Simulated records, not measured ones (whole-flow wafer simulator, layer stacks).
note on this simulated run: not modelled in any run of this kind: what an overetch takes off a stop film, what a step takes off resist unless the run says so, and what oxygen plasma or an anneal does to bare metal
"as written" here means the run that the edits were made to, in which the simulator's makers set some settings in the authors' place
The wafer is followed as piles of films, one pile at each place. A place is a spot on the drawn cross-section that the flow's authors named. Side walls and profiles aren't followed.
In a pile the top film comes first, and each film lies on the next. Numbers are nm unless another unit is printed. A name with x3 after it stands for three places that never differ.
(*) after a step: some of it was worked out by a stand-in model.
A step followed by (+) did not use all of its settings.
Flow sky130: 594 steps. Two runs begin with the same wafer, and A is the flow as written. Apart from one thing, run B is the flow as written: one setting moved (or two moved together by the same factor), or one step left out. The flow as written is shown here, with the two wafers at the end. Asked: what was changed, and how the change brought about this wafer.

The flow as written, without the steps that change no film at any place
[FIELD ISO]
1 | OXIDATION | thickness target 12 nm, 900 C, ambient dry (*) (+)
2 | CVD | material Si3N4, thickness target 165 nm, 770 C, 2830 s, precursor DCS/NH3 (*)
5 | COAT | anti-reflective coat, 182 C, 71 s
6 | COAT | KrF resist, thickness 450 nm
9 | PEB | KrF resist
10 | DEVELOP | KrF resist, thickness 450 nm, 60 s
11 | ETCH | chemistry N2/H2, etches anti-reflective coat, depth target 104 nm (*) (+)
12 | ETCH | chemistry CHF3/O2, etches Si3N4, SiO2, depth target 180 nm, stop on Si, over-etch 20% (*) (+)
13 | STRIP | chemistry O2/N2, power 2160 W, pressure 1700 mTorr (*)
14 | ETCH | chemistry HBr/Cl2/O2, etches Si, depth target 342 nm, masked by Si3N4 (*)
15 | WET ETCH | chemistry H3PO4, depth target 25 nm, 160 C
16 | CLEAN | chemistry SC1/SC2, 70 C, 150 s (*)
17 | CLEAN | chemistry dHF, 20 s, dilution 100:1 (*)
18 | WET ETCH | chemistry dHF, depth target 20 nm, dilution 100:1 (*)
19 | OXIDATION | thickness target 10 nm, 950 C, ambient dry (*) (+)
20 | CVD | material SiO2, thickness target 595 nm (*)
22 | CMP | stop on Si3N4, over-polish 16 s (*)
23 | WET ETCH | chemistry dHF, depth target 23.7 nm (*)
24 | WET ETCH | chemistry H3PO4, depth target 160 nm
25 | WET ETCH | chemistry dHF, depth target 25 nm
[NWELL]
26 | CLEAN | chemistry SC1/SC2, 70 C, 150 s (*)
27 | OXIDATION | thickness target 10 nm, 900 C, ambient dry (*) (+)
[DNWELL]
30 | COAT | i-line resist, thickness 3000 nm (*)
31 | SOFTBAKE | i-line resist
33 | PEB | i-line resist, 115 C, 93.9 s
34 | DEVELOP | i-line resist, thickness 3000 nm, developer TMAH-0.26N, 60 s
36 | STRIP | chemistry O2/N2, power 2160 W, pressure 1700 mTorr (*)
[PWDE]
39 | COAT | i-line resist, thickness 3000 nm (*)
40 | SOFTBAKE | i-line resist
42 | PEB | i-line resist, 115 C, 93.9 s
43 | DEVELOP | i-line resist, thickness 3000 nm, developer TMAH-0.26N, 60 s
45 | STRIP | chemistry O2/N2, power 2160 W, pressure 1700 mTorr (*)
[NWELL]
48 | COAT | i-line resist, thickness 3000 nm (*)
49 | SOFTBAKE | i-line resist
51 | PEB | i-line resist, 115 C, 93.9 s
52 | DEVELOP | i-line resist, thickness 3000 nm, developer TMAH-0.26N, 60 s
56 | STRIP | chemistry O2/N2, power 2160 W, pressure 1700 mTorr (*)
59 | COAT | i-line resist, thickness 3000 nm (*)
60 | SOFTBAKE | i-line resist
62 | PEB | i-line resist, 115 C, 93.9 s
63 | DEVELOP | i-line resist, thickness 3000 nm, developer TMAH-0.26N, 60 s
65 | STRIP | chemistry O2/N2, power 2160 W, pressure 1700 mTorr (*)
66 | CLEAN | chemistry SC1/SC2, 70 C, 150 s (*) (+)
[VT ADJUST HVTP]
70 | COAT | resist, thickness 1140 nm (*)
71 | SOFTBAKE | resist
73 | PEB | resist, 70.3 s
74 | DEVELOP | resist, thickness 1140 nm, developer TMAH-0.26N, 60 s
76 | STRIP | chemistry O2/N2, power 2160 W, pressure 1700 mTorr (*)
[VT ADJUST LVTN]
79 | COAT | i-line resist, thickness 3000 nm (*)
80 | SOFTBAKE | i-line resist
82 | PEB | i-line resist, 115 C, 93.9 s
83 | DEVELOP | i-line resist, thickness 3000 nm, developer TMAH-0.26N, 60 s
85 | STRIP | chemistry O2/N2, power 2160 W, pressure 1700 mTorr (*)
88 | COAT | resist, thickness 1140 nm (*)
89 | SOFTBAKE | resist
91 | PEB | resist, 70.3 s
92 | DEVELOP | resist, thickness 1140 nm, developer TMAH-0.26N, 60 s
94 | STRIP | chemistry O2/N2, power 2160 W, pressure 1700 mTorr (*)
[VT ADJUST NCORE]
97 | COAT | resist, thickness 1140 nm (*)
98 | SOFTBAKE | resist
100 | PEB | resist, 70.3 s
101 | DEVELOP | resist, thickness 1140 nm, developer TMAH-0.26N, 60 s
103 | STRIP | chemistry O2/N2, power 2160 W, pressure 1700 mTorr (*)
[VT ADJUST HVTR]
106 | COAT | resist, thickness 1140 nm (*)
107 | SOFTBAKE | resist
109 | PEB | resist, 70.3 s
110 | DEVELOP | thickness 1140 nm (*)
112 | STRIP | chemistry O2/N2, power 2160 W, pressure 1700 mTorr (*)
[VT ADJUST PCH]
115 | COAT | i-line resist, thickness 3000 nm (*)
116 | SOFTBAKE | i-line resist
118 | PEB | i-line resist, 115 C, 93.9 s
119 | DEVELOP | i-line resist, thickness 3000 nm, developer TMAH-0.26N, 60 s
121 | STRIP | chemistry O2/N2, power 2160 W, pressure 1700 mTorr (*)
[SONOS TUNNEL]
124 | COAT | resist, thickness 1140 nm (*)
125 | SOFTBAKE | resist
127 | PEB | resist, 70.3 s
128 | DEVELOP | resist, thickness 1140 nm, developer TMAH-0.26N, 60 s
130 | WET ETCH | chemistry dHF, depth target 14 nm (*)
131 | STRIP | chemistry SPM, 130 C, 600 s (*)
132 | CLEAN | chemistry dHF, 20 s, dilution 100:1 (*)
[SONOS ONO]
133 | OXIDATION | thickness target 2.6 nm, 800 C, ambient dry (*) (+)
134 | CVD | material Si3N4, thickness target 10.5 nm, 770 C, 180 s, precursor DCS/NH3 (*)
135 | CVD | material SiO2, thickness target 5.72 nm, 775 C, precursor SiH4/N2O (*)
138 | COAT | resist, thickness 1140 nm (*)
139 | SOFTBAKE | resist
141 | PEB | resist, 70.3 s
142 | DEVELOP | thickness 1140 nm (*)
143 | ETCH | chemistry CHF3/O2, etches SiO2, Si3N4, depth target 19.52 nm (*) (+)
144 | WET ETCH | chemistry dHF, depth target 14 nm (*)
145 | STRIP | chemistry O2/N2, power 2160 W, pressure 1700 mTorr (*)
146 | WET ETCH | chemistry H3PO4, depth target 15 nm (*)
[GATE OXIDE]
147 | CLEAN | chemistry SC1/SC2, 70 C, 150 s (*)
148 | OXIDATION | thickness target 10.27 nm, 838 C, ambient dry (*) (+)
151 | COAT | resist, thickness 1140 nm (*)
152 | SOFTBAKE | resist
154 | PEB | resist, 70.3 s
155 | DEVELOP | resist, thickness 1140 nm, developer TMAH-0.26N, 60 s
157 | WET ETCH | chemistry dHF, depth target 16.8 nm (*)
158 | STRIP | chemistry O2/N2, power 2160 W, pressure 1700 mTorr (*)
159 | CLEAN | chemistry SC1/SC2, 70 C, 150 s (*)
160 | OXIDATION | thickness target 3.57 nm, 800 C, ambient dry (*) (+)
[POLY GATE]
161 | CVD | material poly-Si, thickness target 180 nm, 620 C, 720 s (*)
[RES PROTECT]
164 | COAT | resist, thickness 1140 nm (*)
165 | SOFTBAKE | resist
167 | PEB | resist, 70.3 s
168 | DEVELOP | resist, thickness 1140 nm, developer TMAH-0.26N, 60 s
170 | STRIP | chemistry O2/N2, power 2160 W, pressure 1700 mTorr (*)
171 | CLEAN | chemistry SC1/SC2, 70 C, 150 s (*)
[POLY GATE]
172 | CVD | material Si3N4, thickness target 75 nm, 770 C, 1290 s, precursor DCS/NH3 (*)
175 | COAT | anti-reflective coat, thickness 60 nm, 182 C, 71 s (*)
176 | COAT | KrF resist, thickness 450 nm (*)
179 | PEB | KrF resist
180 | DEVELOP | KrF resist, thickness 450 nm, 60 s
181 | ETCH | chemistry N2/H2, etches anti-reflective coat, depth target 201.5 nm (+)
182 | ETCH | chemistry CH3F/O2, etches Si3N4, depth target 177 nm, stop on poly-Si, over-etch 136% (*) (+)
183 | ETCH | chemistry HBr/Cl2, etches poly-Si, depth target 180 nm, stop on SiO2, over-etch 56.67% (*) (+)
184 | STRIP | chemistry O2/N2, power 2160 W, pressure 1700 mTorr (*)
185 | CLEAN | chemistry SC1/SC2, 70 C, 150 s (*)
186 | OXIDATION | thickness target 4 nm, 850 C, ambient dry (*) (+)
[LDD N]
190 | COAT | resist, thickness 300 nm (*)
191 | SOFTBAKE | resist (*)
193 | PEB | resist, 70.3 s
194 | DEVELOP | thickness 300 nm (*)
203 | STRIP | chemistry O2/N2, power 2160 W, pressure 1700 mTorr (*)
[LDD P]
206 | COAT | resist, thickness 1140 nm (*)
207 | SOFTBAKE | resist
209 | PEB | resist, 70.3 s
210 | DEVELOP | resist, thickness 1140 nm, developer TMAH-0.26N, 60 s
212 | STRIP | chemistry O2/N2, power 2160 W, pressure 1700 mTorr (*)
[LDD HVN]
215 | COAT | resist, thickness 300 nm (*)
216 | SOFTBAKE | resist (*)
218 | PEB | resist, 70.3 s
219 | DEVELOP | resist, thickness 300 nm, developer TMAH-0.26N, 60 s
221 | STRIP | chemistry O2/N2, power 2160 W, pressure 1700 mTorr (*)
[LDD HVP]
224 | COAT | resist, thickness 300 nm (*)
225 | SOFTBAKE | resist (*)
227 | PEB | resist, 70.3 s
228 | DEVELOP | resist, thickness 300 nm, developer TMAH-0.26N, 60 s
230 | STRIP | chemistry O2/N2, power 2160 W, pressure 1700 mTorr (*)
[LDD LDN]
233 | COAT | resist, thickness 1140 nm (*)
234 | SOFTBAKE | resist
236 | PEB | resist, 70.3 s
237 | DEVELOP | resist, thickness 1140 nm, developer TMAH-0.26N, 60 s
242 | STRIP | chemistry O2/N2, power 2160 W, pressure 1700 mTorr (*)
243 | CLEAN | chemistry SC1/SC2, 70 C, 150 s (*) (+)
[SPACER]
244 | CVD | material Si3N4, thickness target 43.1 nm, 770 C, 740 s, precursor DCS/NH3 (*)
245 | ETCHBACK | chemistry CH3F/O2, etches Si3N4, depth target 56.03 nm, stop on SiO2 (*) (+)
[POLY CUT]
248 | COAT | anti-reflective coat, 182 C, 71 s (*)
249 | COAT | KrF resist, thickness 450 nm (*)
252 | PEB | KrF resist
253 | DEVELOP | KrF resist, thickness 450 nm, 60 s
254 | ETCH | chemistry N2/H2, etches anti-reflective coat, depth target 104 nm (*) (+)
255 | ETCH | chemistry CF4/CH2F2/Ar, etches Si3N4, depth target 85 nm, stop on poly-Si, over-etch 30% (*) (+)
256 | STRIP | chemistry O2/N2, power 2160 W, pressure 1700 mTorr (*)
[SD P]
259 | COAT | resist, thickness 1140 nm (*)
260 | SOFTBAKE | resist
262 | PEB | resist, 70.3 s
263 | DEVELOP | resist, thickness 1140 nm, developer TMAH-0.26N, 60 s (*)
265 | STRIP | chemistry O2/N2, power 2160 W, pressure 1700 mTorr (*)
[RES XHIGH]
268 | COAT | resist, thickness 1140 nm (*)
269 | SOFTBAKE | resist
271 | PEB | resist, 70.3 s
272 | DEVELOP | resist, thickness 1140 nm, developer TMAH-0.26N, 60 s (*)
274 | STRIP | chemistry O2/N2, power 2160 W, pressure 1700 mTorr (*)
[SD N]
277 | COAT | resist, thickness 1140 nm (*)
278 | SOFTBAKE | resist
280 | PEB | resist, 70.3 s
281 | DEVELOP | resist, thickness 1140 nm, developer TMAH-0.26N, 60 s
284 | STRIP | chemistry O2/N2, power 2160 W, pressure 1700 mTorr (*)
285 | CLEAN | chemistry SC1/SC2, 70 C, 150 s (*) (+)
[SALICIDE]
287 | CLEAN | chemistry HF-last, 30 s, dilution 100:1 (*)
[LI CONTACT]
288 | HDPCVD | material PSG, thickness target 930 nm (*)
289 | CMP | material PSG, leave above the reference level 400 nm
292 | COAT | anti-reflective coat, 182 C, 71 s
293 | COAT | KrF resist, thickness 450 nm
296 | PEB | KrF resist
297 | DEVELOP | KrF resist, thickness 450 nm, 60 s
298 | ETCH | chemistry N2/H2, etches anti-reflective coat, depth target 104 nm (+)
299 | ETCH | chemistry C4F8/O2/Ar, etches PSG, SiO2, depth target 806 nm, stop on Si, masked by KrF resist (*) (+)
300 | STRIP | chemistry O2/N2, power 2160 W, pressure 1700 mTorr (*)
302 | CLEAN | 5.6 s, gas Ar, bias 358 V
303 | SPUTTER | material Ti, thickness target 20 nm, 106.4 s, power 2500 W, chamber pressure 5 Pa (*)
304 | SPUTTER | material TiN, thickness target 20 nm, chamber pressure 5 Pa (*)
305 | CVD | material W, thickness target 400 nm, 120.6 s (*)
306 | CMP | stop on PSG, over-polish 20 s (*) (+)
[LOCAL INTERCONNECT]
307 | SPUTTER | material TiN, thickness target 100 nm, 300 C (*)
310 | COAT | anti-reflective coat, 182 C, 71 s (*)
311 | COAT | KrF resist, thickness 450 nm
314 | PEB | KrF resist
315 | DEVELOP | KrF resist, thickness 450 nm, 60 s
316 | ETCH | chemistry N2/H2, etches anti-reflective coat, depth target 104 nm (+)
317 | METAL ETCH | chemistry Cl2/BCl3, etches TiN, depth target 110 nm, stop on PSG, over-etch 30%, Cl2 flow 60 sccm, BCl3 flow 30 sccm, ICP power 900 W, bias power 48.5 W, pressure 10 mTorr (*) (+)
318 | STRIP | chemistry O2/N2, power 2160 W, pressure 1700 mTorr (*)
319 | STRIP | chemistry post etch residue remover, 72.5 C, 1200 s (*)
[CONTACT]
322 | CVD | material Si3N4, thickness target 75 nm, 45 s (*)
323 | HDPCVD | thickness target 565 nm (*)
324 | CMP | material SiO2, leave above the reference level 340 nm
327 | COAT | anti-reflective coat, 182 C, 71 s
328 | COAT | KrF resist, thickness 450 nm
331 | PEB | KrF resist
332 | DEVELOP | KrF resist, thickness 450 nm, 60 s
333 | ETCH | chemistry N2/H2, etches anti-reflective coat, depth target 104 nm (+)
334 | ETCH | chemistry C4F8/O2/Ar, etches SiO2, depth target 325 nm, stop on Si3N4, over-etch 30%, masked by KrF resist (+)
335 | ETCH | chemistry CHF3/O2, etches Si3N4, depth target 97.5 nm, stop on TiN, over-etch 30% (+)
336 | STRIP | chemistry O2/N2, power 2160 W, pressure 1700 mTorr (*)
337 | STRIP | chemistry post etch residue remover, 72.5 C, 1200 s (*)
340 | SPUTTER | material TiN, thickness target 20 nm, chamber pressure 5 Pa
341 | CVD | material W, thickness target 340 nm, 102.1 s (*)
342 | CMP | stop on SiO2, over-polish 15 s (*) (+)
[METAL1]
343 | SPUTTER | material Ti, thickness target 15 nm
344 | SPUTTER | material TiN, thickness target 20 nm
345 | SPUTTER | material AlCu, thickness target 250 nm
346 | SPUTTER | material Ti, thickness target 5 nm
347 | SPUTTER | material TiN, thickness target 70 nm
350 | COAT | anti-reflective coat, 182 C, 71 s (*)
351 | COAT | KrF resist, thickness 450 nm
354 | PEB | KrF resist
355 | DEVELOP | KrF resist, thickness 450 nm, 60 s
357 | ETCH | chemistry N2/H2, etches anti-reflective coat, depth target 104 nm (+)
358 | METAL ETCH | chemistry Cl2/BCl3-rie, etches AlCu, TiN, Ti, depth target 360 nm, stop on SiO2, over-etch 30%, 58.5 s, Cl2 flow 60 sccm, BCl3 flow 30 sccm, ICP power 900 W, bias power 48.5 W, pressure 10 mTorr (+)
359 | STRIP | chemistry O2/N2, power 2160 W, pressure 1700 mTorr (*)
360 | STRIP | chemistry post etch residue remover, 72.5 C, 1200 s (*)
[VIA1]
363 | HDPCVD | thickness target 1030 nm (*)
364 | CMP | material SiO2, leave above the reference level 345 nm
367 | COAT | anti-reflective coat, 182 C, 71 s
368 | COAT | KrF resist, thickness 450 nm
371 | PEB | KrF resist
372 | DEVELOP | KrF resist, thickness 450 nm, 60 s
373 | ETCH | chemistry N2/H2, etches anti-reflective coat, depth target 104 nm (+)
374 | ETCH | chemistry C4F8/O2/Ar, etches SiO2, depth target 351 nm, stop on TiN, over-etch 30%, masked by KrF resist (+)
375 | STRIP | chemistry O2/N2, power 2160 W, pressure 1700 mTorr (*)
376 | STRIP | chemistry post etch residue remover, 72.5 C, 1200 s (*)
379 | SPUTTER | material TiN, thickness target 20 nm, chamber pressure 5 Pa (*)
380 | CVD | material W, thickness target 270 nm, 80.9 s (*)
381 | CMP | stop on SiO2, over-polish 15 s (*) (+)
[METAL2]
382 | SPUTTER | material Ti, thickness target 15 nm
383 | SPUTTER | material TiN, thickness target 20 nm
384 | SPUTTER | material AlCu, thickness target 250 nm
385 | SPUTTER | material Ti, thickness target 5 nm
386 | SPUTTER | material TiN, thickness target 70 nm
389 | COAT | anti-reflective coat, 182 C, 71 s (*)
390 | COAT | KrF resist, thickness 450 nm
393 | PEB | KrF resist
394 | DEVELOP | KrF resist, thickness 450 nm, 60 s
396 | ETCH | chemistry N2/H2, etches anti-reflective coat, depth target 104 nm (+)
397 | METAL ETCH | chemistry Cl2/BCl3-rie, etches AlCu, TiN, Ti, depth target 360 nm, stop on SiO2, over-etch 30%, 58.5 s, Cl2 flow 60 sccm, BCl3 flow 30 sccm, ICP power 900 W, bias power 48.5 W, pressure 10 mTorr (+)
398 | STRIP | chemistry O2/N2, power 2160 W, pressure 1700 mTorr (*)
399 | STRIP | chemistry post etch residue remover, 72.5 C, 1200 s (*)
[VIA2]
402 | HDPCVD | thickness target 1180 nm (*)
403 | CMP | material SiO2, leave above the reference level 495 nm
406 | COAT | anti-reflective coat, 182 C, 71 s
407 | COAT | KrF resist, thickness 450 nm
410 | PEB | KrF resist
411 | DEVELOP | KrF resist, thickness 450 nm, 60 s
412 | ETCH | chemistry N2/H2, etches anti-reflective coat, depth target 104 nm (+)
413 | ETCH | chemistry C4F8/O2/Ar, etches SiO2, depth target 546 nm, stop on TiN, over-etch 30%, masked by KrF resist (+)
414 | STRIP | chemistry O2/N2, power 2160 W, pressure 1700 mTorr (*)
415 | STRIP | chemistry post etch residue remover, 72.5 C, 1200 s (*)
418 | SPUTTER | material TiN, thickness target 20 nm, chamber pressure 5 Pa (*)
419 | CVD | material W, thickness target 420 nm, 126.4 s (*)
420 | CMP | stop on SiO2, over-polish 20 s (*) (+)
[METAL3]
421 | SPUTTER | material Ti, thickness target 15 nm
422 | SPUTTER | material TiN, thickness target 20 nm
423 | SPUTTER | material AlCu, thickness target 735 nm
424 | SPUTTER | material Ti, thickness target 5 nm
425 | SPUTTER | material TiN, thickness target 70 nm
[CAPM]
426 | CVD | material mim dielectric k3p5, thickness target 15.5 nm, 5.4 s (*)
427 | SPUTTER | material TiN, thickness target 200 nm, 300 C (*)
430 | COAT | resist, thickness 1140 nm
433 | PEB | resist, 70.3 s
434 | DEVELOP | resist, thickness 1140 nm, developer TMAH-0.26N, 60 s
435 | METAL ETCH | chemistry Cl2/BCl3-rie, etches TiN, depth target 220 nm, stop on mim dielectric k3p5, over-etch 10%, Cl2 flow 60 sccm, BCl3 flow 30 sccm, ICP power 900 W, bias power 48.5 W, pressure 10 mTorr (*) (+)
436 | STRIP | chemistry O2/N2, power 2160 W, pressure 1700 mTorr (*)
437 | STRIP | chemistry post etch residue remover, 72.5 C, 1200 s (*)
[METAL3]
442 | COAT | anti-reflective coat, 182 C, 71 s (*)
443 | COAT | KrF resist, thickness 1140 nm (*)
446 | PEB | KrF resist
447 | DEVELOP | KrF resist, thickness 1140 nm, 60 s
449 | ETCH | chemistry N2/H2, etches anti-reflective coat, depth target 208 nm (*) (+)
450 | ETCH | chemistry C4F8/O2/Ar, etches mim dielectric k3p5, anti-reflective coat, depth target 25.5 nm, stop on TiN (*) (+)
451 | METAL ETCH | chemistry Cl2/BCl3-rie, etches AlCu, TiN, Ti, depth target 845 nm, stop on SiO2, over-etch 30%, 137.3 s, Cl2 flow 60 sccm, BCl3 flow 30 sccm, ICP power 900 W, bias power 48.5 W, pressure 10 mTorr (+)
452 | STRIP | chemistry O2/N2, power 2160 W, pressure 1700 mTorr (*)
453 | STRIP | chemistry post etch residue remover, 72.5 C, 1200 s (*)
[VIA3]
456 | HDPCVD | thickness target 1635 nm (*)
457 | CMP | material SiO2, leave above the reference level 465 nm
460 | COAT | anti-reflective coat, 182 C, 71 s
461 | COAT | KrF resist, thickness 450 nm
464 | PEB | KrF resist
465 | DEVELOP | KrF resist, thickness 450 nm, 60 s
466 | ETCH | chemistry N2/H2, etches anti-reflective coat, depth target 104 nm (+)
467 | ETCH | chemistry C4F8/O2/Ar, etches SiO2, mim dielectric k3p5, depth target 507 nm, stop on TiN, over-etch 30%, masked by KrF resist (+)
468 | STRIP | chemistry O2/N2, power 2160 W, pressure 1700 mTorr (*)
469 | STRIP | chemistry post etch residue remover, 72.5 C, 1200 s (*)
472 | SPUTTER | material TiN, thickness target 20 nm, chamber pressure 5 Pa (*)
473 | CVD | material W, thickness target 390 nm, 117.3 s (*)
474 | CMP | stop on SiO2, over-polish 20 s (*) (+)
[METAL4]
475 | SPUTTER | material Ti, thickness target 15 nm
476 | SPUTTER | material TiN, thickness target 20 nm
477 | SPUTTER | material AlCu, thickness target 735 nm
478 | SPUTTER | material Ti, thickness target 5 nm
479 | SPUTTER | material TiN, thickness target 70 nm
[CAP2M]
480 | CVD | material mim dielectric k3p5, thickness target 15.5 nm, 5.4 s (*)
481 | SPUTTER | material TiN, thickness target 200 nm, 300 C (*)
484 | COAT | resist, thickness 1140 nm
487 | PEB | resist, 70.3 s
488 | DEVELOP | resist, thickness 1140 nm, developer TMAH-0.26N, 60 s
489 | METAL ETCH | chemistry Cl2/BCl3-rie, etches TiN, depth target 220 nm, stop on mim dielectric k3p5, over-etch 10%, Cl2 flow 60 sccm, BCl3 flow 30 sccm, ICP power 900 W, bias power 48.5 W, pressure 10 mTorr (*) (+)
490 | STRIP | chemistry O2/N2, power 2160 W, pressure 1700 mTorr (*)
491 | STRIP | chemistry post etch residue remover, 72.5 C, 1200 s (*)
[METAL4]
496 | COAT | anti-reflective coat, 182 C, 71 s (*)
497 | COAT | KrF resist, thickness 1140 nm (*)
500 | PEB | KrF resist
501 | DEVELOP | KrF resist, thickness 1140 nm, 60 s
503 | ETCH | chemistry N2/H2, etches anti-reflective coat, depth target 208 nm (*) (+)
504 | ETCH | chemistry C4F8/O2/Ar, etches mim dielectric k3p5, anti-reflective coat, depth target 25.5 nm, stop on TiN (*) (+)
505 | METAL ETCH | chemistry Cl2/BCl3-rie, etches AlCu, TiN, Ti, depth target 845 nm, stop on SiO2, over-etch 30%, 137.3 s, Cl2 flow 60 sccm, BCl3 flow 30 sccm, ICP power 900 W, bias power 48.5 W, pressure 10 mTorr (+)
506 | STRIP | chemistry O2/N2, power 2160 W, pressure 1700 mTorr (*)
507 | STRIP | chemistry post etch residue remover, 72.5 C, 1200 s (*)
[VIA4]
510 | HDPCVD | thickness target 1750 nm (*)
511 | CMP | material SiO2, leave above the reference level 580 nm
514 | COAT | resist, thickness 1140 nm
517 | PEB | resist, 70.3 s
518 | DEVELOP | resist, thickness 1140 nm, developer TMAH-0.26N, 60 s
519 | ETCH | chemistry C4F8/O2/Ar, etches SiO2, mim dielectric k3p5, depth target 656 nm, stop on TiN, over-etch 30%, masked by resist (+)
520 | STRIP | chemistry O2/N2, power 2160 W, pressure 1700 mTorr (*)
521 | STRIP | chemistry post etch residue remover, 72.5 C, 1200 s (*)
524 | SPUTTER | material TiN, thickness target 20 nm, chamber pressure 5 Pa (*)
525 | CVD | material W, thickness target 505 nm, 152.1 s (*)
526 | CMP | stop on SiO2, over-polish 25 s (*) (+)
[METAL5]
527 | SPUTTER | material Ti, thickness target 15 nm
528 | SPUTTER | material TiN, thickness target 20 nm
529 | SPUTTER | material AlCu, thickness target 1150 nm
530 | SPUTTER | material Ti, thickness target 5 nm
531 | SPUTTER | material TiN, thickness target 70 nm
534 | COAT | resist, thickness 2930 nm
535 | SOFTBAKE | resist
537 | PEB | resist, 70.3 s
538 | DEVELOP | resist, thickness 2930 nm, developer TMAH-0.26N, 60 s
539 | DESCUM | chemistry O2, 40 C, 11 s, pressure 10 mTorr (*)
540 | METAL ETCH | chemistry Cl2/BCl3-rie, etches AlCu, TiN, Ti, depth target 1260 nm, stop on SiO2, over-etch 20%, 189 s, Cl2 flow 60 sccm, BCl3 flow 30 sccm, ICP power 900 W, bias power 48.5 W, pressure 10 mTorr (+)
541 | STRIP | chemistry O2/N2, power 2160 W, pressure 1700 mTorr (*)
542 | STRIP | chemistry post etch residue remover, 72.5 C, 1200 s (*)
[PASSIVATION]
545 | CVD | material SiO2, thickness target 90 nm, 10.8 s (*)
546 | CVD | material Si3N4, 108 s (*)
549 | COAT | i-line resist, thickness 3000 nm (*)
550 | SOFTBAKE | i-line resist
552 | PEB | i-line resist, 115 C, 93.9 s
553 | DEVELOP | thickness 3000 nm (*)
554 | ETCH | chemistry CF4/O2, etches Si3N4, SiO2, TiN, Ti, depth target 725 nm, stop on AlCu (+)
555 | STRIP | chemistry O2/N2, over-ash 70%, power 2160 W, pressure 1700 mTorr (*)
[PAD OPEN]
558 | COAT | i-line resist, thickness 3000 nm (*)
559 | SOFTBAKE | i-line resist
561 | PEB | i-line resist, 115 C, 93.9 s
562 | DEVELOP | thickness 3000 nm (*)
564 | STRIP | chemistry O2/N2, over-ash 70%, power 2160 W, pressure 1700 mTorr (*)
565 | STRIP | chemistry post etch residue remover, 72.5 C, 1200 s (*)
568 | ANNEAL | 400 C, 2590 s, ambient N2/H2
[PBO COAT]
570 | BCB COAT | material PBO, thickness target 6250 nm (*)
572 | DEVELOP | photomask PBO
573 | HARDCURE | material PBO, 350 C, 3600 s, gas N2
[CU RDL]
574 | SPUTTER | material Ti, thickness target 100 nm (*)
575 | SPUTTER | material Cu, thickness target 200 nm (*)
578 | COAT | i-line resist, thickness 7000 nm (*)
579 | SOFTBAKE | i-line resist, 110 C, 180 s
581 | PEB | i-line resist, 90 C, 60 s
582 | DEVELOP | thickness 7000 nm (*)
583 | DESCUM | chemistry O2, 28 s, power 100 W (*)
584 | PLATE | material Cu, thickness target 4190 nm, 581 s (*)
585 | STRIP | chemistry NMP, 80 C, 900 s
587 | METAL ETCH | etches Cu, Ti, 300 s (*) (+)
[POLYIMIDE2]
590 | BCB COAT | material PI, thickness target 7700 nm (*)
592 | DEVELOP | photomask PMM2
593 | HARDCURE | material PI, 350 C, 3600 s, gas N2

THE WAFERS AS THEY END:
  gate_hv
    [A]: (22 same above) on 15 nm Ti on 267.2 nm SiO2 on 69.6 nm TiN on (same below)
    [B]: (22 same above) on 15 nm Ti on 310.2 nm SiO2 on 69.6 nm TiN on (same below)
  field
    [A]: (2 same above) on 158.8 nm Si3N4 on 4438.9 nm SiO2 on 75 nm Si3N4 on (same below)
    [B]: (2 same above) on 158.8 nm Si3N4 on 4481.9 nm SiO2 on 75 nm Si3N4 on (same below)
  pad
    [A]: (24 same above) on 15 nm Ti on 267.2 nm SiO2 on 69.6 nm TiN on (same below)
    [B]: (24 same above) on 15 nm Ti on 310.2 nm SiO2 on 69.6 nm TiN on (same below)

What caused this: step 364, CMP: leave above the reference level 388 nm was run, though the flow has leave above the reference level 345 nm.

How this came from the change, step by step:
  364 | CMP | material SiO2, leave above the reference level 345 nm
      n_well, p_well, gate_hv and 100 more: A SiO2 loses 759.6 | B SiO2 loses 716.6
      field, active, gate and 81 more: A SiO2 loses 389.1 | B SiO2 loses 346.1
      (also at 4 further places)
  374 | ETCH | chemistry C4F8/O2/Ar, etches SiO2, depth target 351 nm, stop on TiN, over-etch 30%, masked by KrF resist (+)
      m1, via1_hole: A SiO2 loses 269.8 (all of it) | B SiO2 loses 312.8 (all of it)
  379 | SPUTTER | material TiN, thickness target 20 nm, chamber pressure 5 Pa (*)
      m1: A TiN gains 11 | B TiN gains 10.2
      via1_hole: A TiN gains 10.9 | B TiN gains 10.2
  380 | CVD | material W, thickness target 270 nm, 80.9 s (*)
      m1, via1_hole: A W gains 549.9 (new film) | B W gains 593.7 (new film)
